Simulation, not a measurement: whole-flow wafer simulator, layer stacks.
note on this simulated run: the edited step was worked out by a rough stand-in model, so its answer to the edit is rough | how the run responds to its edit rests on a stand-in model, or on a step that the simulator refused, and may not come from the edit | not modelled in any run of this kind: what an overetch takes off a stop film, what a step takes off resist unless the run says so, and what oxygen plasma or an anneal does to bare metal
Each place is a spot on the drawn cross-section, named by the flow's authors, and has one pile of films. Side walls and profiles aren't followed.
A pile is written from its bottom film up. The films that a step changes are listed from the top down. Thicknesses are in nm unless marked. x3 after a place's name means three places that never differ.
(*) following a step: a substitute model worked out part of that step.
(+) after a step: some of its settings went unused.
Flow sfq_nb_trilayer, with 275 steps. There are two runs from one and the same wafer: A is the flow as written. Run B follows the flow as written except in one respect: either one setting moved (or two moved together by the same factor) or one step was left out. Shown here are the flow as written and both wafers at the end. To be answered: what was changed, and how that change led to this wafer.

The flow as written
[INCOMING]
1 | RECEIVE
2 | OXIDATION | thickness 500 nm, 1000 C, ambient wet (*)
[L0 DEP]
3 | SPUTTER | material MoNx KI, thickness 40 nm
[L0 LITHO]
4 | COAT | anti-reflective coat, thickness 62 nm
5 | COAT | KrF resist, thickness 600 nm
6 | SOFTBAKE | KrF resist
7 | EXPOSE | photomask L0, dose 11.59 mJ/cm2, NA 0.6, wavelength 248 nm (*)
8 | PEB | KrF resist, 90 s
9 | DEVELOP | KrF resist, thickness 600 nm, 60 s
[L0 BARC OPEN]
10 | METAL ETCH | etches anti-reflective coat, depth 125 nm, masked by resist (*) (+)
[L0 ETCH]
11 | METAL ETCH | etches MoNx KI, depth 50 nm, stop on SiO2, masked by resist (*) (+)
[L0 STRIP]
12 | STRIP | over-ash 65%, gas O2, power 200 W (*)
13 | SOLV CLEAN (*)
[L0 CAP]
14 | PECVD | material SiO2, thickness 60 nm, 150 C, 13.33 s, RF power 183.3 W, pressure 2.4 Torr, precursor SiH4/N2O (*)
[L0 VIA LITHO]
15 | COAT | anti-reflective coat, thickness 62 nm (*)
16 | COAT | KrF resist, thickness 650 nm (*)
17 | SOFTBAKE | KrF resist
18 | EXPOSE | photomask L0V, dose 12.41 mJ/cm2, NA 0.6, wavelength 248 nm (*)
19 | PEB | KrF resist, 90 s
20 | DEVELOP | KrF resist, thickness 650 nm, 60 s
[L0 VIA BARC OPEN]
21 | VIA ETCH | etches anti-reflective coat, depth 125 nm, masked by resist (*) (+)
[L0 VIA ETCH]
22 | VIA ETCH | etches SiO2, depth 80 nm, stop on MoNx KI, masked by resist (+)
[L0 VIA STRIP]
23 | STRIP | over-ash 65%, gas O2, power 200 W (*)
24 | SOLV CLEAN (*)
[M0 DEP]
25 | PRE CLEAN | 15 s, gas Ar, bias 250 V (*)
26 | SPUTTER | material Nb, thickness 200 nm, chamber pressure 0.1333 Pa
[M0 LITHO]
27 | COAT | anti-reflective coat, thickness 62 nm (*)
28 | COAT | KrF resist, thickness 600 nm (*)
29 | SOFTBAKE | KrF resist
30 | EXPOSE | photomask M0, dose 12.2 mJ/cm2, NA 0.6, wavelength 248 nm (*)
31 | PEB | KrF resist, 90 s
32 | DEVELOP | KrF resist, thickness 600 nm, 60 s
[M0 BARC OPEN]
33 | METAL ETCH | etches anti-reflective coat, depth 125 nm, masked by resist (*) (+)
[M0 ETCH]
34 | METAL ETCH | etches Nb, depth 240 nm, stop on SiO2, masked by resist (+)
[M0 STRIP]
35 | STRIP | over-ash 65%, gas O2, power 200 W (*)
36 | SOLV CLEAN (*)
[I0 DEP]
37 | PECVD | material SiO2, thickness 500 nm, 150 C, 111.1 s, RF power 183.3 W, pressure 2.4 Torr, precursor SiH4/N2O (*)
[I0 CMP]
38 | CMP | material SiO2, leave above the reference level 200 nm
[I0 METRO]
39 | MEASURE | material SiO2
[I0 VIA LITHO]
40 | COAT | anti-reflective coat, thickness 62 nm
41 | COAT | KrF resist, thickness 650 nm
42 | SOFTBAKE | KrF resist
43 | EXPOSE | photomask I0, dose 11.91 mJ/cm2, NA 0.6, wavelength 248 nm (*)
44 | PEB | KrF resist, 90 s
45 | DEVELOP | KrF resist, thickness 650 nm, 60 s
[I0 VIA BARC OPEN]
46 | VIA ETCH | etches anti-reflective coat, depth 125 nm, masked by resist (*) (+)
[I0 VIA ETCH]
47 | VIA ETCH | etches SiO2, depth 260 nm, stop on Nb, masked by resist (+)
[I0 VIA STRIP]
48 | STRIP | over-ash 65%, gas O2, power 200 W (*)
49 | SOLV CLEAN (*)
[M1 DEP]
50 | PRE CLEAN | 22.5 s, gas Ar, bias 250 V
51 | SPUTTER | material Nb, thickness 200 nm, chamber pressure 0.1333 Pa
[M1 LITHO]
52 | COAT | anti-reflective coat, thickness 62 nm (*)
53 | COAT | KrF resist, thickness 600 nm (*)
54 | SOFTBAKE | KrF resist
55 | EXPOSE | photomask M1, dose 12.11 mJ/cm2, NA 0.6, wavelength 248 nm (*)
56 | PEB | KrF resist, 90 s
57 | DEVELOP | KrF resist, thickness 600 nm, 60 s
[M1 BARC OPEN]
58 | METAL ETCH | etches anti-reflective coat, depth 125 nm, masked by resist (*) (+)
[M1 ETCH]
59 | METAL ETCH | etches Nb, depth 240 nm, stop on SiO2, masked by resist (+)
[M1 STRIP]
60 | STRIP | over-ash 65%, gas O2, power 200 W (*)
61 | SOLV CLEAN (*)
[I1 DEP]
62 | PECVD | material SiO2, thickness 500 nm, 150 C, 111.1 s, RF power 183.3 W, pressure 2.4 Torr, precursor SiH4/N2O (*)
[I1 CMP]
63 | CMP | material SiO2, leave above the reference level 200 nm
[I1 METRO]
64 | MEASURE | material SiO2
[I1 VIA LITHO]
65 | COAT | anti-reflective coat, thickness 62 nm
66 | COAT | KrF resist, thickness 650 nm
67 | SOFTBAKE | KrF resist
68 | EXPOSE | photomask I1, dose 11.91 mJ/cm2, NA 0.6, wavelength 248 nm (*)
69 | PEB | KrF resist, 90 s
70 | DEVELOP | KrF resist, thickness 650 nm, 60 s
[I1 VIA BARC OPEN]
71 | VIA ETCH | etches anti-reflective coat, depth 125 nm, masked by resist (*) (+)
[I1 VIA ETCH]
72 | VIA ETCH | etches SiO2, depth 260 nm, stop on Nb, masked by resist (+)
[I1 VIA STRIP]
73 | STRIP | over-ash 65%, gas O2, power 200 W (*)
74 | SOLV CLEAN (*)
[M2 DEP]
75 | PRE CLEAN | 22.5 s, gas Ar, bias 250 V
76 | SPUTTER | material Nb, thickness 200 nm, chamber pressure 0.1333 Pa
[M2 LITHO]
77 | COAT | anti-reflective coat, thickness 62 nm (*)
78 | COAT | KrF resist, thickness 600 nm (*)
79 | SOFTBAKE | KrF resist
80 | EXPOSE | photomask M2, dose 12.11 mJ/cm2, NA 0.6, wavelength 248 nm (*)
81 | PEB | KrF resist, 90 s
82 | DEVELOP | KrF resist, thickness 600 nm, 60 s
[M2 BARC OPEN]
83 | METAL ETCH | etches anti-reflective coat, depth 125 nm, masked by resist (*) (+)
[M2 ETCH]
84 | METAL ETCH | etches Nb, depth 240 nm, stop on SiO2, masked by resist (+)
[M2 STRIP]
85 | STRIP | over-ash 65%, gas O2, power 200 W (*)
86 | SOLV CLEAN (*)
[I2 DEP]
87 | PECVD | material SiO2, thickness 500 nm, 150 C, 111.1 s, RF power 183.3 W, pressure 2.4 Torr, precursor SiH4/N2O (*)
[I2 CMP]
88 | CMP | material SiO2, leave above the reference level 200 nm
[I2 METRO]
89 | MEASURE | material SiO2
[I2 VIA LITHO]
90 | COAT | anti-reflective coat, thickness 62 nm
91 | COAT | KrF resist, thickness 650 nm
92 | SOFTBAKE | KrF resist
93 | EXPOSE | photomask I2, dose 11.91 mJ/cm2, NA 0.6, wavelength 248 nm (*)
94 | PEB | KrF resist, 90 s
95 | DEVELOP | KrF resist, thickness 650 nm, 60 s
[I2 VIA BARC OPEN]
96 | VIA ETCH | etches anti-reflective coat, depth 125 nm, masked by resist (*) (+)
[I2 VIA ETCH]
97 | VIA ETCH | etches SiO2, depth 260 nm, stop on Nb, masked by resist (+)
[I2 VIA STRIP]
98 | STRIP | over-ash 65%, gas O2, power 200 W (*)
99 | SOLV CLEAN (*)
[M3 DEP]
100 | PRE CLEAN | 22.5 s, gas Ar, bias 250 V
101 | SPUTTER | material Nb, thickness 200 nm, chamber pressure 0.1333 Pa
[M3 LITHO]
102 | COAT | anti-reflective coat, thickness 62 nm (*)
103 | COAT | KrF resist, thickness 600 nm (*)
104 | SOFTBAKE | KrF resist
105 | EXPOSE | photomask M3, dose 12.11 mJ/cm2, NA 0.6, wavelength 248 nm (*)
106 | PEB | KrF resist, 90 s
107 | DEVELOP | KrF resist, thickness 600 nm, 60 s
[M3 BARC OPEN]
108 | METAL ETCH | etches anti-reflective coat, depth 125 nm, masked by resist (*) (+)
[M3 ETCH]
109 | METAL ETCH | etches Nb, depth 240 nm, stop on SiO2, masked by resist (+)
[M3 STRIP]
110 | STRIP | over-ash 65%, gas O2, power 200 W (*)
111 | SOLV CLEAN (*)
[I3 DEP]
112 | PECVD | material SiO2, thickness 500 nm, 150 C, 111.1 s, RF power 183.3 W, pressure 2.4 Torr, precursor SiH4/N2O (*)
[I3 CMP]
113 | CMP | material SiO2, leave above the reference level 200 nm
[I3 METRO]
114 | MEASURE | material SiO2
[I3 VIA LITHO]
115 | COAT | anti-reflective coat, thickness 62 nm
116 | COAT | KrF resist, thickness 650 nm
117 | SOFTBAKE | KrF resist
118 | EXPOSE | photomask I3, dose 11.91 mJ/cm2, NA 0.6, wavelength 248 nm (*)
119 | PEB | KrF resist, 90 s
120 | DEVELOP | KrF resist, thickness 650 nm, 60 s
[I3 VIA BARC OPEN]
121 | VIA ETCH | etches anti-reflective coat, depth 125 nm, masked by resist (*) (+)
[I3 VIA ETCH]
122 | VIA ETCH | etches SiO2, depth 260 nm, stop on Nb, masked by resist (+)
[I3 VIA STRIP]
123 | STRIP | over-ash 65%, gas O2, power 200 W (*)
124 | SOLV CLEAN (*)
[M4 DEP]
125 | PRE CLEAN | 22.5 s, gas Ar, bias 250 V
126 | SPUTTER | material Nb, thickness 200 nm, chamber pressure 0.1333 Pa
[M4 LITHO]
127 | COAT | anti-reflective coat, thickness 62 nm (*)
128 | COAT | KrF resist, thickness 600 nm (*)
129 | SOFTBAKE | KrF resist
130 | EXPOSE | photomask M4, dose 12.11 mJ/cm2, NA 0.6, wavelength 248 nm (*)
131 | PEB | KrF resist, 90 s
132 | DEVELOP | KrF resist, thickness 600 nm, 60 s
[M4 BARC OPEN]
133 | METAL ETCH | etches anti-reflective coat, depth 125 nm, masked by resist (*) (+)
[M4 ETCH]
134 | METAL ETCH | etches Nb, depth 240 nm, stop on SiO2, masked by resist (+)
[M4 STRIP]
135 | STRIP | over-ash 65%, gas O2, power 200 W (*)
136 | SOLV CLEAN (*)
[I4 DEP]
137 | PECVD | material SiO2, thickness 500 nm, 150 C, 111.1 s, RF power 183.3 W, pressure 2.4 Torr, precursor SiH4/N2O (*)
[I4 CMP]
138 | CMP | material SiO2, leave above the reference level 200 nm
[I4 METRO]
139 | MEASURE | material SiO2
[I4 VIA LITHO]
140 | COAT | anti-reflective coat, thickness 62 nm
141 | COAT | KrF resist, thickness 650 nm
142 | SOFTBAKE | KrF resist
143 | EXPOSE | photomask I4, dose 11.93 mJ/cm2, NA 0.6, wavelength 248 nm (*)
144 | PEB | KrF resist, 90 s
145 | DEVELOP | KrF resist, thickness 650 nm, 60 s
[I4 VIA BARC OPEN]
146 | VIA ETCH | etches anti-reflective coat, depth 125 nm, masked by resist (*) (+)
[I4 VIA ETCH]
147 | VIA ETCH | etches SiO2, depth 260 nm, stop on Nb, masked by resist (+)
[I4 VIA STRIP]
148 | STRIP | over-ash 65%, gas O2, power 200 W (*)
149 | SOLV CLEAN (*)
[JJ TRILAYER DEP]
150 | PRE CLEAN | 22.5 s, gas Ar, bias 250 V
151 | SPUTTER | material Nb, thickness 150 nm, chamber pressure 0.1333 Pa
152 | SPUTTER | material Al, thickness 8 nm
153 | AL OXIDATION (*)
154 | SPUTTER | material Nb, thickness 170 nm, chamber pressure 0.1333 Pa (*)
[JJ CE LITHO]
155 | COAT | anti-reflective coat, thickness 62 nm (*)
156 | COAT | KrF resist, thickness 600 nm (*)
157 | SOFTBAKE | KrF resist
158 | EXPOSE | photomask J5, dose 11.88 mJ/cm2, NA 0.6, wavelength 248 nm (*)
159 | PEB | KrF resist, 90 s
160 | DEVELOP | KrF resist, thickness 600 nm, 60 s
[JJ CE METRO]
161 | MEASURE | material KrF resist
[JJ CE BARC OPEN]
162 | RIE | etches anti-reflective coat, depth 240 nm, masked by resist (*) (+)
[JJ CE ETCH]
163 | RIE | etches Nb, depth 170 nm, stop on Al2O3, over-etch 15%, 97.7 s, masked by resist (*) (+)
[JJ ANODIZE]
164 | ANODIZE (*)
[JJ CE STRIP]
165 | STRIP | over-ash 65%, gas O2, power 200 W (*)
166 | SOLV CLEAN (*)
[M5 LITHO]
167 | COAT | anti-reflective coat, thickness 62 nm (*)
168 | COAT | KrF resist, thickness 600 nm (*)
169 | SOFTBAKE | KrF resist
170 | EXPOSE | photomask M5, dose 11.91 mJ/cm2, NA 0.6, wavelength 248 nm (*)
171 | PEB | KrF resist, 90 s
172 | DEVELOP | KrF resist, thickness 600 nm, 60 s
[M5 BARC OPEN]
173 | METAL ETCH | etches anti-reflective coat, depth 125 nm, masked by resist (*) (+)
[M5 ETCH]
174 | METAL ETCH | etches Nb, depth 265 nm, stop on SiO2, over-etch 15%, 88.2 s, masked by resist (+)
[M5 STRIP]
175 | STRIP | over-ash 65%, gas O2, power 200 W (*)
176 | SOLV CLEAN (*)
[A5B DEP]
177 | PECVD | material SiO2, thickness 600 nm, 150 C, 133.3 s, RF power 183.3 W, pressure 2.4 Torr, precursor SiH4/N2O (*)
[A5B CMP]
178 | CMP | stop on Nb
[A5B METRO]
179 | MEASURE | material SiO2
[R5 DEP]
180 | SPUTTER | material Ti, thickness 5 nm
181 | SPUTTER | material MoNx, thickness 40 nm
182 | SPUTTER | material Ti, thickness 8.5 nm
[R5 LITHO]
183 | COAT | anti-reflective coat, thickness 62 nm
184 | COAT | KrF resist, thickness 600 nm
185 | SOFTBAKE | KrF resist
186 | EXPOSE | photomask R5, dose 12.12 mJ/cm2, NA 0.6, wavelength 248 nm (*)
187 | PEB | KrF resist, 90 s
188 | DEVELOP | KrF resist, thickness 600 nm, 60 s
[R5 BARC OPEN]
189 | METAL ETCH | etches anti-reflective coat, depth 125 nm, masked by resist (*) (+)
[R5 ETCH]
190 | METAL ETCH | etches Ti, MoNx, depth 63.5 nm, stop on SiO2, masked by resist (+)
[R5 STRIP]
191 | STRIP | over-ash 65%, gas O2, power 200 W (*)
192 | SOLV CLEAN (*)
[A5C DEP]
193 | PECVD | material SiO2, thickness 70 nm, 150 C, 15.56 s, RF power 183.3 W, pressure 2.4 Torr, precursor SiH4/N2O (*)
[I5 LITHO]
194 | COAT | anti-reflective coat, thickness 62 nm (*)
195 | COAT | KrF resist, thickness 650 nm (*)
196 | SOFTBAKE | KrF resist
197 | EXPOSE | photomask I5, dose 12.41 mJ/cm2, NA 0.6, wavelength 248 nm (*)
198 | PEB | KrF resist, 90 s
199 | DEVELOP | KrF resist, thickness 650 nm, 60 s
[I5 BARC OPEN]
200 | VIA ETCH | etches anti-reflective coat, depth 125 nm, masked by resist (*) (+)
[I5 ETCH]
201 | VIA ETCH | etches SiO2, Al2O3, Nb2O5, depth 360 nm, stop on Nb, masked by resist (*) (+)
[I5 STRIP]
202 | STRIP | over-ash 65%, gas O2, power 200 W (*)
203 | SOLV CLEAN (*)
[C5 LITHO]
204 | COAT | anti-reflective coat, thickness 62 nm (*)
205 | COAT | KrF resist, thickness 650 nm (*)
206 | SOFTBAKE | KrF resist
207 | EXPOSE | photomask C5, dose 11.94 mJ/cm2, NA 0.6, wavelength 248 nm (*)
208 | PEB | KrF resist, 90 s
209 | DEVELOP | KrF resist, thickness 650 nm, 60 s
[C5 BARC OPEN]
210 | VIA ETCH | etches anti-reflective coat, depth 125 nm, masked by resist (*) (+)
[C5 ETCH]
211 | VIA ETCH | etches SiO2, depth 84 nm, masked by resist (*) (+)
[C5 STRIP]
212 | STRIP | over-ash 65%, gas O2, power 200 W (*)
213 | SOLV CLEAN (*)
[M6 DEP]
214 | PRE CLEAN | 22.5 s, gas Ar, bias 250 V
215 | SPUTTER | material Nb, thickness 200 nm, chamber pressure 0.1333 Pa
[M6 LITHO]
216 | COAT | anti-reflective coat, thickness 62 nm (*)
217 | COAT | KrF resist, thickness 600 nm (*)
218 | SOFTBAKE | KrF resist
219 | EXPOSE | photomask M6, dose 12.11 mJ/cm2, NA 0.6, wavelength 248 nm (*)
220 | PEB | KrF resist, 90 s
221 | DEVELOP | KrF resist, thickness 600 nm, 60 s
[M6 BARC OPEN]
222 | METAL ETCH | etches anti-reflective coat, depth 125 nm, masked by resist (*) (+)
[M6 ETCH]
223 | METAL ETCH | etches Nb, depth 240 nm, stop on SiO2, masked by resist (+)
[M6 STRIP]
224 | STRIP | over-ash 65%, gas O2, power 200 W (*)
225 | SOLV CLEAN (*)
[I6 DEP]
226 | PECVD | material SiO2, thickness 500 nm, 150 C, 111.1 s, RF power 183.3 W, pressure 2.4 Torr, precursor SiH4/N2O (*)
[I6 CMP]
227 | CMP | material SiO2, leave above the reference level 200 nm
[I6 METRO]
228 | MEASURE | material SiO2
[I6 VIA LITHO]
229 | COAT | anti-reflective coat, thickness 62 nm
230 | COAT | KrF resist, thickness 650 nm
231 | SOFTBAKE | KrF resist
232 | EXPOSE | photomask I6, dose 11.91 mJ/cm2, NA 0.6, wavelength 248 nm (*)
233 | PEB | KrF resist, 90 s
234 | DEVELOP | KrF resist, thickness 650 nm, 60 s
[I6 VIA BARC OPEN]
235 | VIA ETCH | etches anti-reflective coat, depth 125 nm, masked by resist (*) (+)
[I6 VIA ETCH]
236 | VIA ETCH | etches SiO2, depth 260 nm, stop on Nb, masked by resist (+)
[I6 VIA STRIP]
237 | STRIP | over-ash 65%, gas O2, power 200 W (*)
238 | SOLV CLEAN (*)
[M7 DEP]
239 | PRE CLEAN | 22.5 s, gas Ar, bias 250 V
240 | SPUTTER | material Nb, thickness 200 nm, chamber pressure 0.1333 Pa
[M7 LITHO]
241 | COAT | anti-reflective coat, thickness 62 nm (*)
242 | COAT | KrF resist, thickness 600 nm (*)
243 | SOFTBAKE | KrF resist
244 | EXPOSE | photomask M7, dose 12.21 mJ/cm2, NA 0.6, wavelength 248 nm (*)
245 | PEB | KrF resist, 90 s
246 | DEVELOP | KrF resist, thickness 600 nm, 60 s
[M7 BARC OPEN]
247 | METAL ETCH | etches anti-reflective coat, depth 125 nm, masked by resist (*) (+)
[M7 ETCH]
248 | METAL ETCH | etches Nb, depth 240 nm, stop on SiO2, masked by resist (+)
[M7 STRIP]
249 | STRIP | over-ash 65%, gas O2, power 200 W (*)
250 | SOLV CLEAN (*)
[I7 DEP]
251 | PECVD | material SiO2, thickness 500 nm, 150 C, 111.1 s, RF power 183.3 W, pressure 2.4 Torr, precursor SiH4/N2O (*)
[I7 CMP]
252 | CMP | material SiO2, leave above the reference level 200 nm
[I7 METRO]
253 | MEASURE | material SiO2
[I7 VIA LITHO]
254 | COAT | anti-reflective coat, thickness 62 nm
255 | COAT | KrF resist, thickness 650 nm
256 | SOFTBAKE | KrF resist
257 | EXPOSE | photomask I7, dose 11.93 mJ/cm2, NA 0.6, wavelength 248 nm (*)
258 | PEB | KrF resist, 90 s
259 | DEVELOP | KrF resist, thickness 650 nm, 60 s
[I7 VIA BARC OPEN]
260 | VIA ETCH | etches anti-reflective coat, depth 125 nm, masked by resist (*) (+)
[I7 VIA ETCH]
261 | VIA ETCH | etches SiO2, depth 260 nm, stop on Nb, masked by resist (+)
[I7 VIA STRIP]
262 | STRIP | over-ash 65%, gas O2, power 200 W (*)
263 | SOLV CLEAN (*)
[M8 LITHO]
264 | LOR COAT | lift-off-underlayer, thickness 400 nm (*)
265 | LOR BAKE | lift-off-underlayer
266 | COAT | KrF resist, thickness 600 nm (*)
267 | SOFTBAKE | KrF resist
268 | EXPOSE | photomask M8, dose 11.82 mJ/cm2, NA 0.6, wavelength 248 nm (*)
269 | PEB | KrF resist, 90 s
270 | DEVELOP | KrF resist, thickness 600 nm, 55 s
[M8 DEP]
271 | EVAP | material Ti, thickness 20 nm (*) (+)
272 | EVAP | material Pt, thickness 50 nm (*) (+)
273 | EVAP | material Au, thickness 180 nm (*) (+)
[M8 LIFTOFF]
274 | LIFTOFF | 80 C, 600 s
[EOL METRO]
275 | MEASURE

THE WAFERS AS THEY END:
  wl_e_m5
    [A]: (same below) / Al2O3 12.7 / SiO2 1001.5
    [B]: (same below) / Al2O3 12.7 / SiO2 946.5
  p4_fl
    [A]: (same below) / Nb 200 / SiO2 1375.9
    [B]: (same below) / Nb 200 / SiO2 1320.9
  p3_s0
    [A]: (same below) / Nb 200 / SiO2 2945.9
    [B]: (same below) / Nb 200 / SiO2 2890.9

The reason: step 251, PECVD: thickness 345 nm was run, whereas the flow has thickness 500 nm; step 251, PECVD: 76.67 s was run, where the flow has 111.1 s.

Step by step, how the change led to this:
  251 | PECVD | material SiO2, thickness 500 nm, 150 C, 111.1 s, RF power 183.3 W, pressure 2.4 Torr, precursor SiH4/N2O (*)
      field_l, p4_fl, p4_fm and 56 more: A SiO2 gains 500 | B SiO2 gains 345
      v_sur, via_wl, via_w and 37 more: A SiO2 gains 500 (new film) | B SiO2 gains 345 (new film)
      (and at 7 other places as well)
  252 | CMP | material SiO2, leave above the reference level 200 nm
      field_l, p4_fl, p4_fm and 56 more: A SiO2 loses 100 | B nothing
      field_r, lsp_l: A SiO2 loses 77.7 | B nothing
      (and at 45 other places as well)
  254 | COAT | anti-reflective coat, thickness 62 nm
      be_sur, gap, jj_sur, ce_l, c5j, ce_r, sp_r, be_r: A anti-reflective coat gains 62 (new film) | B anti-reflective coat gains 59.5 (new film)
      m0r_line_l, m0r_line_r, m5r_line_l, m6r_line_l x2: A anti-reflective coat gains 62 (new film) | B anti-reflective coat gains 63.5 (new film)
      (and at 74 other places as well)
  255 | COAT | KrF resist, thickness 650 nm
      lsp_m, ln_m6: A KrF resist gains 650 (new film) | B KrF resist gains 633.2 (new film)
      v_sur: A KrF resist gains 650 (new film) | B KrF resist gains 633.3 (new film)
      (and at 17 other places as well)
  259 | DEVELOP | KrF resist, thickness 650 nm, 60 s
      via_wl: A KrF resist loses 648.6 (all of it) | B KrF resist loses 629.6 (all of it)
      via_w: A KrF resist loses 648.6 (all of it) | B KrF resist loses 633 (all of it)
      (and at 1 other place as well)
  260 | VIA ETCH | etches anti-reflective coat, depth 125 nm, masked by resist (*) (+)
      field_l, v_sur, via_sp and 100 more: A KrF resist loses 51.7 | B KrF resist loses 49
      via_wl, via_w: A anti-reflective coat loses 62 (all of it), SiO2 loses 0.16 | B anti-reflective coat loses 58.8 (all of it), SiO2 loses 0.15
      (and at 1 other place as well)
  262 | STRIP | over-ash 65%, gas O2, power 200 W (*)
      jj_sur, ce_l, c5j, ce_r: A KrF resist loses 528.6 (all of it), anti-reflective coat loses 62 (all of it) | B KrF resist loses 521.4 (all of it), anti-reflective coat loses 59.5 (all of it)
      m0r_line_l, m0r_line_r, m6r_line_l x2: A KrF resist loses 528.6 (all of it), anti-reflective coat loses 62 (all of it) | B KrF resist loses 541.6 (all of it), anti-reflective coat loses 63.5 (all of it)
      (and at 76 other places as well)
  264 | LOR COAT | lift-off-underlayer, thickness 400 nm (*)
      m0r_line_l, m0r_line_r, m6r_line_l x2: A lift-off-underlayer gains 400 (new film) | B lift-off-underlayer gains 412.8 (new film)
      m0r_space_l, m0r_space_r, m6r_space_l x2: A lift-off-underlayer gains 400 (new film) | B lift-off-underlayer gains 416.8 (new film)
      (and at 59 other places as well)
  270 | DEVELOP | KrF resist, thickness 600 nm, 55 s
      field_l: A KrF resist loses 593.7 (all of it), lift-off-underlayer loses 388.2 (all of it) | B KrF resist loses 599.8 (all of it), lift-off-underlayer loses 408.1 (all of it)
      v_sur: A KrF resist loses 607.3 (all of it), lift-off-underlayer loses 369.4 (all of it) | B KrF resist loses 600.3 (all of it), lift-off-underlayer loses 351.1 (all of it)
      (and at 9 other places as well)
  274 | LIFTOFF | 80 C, 600 s
      m0r_line_l, m0r_line_r, m6r_line_l x2: A Au loses 180 (all of it), Pt loses 50 (all of it), Ti loses 20 (all of it), KrF resist loses 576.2 (all of it), lift-off-underlayer loses 400 (all of it) | B Au loses 180 (all of it), Pt loses 50 (all of it), Ti loses 20 (all of it), KrF resist loses 580.5 (all of it), lift-off-underlayer loses 412.8 (all of it)
      m0r_space_l, m0r_space_r, m6r_space_l x2: A Au loses 180 (all of it), Pt loses 50 (all of it), Ti loses 20 (all of it), KrF resist loses 576.2 (all of it), lift-off-underlayer loses 400 (all of it) | B Au loses 180 (all of it), Pt loses 50 (all of it), Ti loses 20 (all of it), KrF resist loses 577.3 (all of it), lift-off-underlayer loses 416.8 (all of it)
      (and at 48 other places as well)
